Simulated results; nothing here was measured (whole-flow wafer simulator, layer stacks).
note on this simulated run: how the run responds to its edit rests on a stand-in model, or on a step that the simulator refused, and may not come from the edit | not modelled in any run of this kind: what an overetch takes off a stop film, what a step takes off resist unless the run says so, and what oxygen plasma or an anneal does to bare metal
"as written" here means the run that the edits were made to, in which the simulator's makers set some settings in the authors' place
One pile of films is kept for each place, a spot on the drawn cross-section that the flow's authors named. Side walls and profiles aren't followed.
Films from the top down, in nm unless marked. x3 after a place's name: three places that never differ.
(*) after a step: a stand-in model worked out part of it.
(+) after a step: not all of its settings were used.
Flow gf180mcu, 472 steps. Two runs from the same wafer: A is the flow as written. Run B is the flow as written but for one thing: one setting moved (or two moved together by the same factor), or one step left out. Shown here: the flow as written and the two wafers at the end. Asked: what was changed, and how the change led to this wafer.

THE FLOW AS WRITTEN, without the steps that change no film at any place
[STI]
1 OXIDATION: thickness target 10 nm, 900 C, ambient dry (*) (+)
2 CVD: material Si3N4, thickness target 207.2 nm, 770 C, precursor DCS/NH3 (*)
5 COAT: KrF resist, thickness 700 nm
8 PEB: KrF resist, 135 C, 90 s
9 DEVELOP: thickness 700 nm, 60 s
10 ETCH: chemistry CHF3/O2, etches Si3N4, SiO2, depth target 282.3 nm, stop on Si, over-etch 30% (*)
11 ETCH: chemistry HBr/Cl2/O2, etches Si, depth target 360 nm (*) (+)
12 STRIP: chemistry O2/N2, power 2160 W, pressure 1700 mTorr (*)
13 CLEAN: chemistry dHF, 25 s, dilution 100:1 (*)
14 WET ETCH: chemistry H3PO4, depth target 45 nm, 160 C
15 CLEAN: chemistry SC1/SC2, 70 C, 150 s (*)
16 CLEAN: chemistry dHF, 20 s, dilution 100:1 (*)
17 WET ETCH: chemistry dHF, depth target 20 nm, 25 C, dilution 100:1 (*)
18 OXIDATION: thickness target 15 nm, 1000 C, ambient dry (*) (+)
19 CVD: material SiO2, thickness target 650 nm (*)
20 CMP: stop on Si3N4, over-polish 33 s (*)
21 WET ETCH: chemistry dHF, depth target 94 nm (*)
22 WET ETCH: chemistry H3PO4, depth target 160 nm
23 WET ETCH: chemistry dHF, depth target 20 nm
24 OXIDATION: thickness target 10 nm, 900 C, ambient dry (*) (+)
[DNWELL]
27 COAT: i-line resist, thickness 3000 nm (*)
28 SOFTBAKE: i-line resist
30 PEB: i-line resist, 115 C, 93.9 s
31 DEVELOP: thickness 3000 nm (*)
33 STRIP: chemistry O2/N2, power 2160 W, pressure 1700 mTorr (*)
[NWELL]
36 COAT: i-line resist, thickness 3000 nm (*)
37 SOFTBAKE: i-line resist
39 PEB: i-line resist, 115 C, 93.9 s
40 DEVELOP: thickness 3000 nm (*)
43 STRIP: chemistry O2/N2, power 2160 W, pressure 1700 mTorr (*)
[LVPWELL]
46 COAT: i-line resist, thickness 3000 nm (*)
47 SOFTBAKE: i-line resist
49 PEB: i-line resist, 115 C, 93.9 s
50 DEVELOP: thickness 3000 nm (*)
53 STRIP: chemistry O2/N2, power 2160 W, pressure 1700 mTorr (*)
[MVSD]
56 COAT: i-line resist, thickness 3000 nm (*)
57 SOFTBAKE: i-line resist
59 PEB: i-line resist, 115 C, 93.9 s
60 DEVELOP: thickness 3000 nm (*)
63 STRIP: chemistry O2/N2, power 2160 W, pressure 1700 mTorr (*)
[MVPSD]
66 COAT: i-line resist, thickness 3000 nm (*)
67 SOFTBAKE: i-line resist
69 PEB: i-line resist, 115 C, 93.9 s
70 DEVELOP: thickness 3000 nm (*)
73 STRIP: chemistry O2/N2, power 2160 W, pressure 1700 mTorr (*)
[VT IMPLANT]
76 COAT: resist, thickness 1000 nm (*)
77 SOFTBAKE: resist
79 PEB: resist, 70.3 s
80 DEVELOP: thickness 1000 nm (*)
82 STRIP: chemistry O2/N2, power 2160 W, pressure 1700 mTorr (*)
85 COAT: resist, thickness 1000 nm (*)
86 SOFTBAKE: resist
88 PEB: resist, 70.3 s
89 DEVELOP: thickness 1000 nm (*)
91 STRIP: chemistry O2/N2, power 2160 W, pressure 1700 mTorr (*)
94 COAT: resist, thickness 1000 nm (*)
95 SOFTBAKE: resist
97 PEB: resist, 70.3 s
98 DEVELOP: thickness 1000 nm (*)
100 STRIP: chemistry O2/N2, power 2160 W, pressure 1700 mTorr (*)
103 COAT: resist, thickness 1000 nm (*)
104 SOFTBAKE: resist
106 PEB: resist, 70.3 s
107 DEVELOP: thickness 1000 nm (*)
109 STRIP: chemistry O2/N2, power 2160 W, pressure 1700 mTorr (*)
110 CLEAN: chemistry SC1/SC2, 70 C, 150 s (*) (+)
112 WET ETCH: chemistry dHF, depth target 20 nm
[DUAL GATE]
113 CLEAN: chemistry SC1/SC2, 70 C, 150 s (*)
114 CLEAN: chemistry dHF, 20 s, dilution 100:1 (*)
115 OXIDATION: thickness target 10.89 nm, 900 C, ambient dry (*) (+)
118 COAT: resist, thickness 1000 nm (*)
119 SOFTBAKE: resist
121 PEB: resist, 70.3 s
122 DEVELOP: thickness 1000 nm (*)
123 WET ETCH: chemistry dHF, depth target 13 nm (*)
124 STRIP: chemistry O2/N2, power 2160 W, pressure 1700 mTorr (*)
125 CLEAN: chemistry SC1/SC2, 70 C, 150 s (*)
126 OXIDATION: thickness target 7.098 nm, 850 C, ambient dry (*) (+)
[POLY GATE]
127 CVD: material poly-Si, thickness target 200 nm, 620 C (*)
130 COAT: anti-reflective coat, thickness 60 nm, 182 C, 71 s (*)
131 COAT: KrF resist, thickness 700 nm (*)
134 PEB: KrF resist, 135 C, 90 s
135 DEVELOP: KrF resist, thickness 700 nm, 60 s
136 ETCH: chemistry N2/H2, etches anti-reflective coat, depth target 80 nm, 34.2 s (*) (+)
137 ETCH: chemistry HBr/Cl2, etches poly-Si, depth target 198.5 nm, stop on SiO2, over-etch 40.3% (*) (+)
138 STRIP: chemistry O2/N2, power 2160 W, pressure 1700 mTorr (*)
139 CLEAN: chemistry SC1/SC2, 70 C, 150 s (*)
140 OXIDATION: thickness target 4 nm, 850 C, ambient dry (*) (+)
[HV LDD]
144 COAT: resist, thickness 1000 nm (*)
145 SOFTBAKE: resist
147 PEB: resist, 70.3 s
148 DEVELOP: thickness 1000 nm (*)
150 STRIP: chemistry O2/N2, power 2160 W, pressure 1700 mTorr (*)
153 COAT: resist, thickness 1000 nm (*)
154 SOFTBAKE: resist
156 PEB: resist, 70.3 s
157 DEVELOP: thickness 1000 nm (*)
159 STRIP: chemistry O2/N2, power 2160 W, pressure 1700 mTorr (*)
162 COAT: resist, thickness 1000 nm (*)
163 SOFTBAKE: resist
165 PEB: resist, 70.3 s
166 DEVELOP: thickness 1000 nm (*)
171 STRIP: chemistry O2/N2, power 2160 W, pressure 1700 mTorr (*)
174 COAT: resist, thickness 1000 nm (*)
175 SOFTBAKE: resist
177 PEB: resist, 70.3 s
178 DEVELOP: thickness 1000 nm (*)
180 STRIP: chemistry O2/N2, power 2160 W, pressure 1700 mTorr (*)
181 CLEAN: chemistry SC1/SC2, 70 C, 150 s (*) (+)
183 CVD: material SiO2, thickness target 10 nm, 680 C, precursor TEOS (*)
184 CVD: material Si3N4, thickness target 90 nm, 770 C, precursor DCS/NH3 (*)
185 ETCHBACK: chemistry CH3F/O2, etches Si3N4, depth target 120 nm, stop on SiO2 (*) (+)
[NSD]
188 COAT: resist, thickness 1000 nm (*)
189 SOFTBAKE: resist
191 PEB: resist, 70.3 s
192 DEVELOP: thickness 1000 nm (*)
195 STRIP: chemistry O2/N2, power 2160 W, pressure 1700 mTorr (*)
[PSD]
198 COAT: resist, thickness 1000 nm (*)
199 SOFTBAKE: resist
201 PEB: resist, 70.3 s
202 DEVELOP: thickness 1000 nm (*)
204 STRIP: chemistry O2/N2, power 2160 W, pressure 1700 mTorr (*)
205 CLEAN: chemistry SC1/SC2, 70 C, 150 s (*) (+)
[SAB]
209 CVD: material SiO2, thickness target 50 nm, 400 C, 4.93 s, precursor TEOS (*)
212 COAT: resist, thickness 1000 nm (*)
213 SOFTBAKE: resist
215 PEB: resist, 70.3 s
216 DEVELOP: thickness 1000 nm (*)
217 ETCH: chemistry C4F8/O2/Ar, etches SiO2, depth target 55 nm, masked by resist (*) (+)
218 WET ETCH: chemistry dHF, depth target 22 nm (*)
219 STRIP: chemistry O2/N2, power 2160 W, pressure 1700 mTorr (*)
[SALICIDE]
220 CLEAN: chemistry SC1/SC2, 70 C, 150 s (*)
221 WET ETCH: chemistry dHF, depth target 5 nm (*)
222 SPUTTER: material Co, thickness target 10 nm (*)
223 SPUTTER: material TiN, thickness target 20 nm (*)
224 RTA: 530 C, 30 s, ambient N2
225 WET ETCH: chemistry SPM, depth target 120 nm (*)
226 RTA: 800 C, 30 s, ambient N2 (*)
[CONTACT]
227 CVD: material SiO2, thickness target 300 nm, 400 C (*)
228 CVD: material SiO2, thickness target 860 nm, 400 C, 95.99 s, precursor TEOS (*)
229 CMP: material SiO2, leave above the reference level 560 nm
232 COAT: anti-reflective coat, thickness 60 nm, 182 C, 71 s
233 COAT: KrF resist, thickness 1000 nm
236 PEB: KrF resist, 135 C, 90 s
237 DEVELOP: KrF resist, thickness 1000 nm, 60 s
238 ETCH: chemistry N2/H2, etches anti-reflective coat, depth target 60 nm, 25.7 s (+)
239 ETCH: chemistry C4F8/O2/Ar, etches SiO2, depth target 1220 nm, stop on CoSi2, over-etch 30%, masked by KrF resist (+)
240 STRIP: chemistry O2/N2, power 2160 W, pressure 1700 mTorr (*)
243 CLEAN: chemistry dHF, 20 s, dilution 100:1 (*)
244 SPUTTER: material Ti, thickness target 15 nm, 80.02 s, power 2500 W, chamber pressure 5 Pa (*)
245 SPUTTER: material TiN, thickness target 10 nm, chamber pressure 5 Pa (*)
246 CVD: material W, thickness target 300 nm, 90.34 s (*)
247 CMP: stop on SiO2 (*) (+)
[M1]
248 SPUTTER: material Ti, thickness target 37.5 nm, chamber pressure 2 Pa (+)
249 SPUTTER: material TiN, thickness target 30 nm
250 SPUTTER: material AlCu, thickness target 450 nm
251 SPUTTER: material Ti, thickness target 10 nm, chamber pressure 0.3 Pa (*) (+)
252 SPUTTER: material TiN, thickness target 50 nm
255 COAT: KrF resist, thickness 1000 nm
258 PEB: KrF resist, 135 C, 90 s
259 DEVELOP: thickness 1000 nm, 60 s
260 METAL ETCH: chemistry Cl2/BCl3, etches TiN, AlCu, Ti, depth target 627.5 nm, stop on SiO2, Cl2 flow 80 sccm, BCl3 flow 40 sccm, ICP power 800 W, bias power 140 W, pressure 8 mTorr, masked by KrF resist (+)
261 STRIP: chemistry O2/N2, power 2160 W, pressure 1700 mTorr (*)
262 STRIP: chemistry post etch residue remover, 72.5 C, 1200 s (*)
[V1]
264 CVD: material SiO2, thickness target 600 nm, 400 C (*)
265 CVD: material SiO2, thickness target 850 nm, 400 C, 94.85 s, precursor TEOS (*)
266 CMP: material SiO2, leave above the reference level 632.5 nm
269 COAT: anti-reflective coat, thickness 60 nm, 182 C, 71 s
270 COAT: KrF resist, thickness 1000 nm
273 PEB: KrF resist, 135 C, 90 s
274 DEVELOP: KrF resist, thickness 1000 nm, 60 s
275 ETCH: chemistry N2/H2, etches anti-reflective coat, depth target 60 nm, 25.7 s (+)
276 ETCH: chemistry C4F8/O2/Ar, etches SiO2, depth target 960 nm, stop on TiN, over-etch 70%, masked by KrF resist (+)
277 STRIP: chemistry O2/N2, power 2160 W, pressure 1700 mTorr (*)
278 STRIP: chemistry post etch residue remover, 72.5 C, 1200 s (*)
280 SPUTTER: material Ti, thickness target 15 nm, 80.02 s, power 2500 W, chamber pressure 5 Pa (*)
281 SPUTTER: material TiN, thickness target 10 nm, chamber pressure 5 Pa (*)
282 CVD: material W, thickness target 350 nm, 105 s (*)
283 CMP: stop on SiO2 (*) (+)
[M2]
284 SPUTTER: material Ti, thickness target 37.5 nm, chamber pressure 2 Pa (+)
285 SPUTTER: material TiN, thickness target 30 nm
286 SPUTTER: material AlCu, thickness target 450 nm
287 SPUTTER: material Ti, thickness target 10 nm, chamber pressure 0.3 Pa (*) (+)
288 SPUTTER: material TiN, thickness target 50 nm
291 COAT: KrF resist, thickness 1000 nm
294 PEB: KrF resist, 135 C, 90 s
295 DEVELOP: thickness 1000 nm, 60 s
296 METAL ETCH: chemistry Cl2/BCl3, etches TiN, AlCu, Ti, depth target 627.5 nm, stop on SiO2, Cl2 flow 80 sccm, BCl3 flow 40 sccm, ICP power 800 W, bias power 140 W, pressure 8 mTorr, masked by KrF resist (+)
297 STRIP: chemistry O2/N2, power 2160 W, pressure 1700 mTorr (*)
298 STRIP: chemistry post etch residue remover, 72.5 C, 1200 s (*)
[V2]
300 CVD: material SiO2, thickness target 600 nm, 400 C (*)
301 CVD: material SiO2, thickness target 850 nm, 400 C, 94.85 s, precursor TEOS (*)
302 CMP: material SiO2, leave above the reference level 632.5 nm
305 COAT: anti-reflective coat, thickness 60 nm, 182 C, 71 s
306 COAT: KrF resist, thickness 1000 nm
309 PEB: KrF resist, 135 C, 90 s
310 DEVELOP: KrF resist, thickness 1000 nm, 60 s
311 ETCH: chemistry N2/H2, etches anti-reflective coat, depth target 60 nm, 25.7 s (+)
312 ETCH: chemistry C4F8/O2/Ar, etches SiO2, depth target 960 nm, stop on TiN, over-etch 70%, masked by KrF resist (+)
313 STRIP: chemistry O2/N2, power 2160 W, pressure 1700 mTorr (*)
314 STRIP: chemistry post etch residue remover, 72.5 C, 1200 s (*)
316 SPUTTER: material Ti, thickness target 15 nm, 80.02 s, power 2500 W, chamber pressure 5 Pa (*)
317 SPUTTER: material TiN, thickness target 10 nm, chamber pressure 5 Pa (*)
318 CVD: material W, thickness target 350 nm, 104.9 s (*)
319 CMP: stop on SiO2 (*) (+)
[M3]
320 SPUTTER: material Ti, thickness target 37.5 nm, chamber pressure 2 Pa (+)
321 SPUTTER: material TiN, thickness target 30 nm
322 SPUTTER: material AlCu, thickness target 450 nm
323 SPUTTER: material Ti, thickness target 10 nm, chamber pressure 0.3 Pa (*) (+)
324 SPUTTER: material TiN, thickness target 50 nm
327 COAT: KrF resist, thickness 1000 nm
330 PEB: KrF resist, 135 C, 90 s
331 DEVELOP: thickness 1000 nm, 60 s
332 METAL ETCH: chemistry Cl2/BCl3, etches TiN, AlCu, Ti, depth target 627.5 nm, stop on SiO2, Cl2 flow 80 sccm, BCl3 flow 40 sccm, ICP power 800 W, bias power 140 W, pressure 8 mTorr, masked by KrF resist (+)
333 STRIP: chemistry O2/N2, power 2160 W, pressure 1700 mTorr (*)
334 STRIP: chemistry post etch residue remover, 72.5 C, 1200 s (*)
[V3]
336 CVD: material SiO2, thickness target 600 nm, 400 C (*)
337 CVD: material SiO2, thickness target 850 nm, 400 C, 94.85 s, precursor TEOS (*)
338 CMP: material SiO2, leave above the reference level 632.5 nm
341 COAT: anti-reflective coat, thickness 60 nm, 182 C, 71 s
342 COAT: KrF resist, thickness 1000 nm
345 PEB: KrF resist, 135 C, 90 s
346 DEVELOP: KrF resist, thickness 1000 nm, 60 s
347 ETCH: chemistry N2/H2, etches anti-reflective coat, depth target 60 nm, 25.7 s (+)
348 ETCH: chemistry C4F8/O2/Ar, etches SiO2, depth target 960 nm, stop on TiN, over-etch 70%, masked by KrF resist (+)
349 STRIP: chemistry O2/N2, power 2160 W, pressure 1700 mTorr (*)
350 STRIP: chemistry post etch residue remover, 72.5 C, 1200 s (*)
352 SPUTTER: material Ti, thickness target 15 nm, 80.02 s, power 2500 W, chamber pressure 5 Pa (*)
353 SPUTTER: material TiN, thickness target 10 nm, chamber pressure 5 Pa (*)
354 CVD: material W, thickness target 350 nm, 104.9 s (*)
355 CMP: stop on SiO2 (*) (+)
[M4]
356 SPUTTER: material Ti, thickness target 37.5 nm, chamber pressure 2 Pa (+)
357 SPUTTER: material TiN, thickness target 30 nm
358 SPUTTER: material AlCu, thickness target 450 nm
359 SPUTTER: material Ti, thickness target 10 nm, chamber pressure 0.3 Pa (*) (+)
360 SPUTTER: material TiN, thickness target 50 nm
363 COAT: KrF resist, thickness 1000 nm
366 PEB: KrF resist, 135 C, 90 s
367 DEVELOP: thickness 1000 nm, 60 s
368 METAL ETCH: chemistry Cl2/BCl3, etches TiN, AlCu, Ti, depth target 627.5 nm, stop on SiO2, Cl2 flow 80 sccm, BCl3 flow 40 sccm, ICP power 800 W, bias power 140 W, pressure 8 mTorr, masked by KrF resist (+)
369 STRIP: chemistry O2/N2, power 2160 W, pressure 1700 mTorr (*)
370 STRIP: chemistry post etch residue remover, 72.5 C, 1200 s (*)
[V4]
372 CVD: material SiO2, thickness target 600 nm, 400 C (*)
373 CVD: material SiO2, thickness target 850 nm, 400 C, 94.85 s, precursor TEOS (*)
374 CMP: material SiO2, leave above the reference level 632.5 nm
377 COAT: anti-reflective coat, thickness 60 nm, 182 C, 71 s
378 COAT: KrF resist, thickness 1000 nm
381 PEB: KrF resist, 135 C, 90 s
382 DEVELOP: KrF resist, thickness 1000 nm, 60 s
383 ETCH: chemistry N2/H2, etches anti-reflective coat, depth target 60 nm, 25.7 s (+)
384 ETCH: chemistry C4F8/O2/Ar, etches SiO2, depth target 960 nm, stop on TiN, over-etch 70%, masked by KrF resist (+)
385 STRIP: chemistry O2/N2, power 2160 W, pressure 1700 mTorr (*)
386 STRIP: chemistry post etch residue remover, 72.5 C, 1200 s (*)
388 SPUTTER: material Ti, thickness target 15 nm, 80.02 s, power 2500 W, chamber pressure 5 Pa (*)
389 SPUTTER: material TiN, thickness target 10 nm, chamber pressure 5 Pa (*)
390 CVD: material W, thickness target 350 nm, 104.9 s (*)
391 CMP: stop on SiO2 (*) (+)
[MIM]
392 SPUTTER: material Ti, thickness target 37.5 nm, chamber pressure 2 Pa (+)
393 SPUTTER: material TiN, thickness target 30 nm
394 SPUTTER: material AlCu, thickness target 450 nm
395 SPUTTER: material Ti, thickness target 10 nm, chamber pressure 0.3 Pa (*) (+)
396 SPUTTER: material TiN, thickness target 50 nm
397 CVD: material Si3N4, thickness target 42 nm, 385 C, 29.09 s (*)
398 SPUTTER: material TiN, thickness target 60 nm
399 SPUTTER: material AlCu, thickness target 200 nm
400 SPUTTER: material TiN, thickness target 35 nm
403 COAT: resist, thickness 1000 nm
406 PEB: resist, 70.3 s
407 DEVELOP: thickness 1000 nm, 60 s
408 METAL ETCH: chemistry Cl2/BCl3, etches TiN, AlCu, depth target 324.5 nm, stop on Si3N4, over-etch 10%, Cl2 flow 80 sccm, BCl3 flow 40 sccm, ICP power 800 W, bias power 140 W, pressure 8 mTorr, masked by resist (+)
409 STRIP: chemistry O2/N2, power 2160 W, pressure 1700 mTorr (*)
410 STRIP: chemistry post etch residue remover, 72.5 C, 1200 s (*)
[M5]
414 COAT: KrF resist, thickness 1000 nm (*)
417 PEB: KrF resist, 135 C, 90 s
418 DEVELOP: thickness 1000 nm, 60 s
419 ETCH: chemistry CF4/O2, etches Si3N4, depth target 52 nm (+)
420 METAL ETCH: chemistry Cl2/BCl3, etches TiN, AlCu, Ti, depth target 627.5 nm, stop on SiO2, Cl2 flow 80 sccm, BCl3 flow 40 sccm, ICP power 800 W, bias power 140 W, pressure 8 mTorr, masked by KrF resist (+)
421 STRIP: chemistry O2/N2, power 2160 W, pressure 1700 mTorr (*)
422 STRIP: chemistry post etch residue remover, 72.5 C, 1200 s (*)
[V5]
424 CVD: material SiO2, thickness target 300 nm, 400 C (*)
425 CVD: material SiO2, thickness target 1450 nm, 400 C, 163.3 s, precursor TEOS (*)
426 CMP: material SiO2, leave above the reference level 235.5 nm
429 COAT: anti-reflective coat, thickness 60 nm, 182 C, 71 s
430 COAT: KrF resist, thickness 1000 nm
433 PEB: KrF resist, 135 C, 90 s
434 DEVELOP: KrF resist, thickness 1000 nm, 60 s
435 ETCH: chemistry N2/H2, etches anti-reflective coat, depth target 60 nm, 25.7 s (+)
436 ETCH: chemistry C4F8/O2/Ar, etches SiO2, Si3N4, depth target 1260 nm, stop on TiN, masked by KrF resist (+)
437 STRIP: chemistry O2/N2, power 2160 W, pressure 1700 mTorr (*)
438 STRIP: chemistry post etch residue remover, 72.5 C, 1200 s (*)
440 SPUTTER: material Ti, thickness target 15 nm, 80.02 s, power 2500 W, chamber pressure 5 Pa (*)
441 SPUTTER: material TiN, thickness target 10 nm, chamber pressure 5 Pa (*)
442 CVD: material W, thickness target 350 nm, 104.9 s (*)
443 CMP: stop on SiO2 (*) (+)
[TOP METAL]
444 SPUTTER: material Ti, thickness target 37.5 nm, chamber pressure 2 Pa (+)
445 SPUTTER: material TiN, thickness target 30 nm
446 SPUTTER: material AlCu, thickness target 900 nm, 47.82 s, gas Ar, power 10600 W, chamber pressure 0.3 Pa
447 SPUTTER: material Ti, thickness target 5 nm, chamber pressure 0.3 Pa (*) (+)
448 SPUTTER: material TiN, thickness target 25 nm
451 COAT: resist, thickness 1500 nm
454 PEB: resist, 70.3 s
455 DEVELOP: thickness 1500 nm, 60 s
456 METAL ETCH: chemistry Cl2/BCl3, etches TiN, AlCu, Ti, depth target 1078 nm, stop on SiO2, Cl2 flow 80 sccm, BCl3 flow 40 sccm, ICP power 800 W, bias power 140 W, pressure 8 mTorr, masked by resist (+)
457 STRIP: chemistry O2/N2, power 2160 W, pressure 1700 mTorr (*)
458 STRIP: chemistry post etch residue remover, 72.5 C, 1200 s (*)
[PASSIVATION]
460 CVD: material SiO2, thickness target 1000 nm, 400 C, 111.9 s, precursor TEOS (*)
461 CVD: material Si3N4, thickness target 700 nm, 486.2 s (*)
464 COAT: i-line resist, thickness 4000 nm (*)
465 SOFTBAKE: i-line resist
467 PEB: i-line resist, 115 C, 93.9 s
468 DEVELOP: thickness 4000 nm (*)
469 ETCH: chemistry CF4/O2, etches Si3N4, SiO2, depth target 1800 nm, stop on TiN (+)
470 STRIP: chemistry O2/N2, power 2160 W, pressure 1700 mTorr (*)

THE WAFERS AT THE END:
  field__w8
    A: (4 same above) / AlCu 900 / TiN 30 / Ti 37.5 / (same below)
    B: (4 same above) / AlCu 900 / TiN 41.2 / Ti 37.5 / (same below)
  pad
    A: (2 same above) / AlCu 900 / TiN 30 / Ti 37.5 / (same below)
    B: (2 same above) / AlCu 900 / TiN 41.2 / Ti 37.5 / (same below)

The cause: step 445, SPUTTER: thickness target 41.2 nm was run, where the flow has thickness target 30 nm.
It can be read off the wafer: field__w8 has TiN 41.2, and step 445 as written asks for 30 nm.

How the change led to this, step by step:
  445 SPUTTER: material TiN, thickness target 30 nm
      field, field__w1, field__w2 and 109 more: A TiN +30 (new film) | B TiN +41.2 (new film)
  456 METAL ETCH: chemistry Cl2/BCl3, etches TiN, AlCu, Ti, depth target 1078 nm, stop on SiO2, Cl2 flow 80 sccm, BCl3 flow 40 sccm, ICP power 800 W, bias power 140 W, pressure 8 mTorr, masked by resist (+)
      field, field__w1, field__w2 and 103 more: A TiN -25 (all of it), Ti -5 (all of it), AlCu -900 (all of it), TiN -30 (all of it), Ti -37.5 (all of it) | B TiN -25 (all of it), Ti -5 (all of it), AlCu -900 (all of it), TiN -41.2 (all of it), Ti -37.5 (all of it)
  465 SOFTBAKE: i-line resist
      gate: A i-line resist +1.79 | B i-line resist -0.28
      field__w11, field__w13: A i-line resist +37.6 | B i-line resist +31.5
      (and at 57 more places)
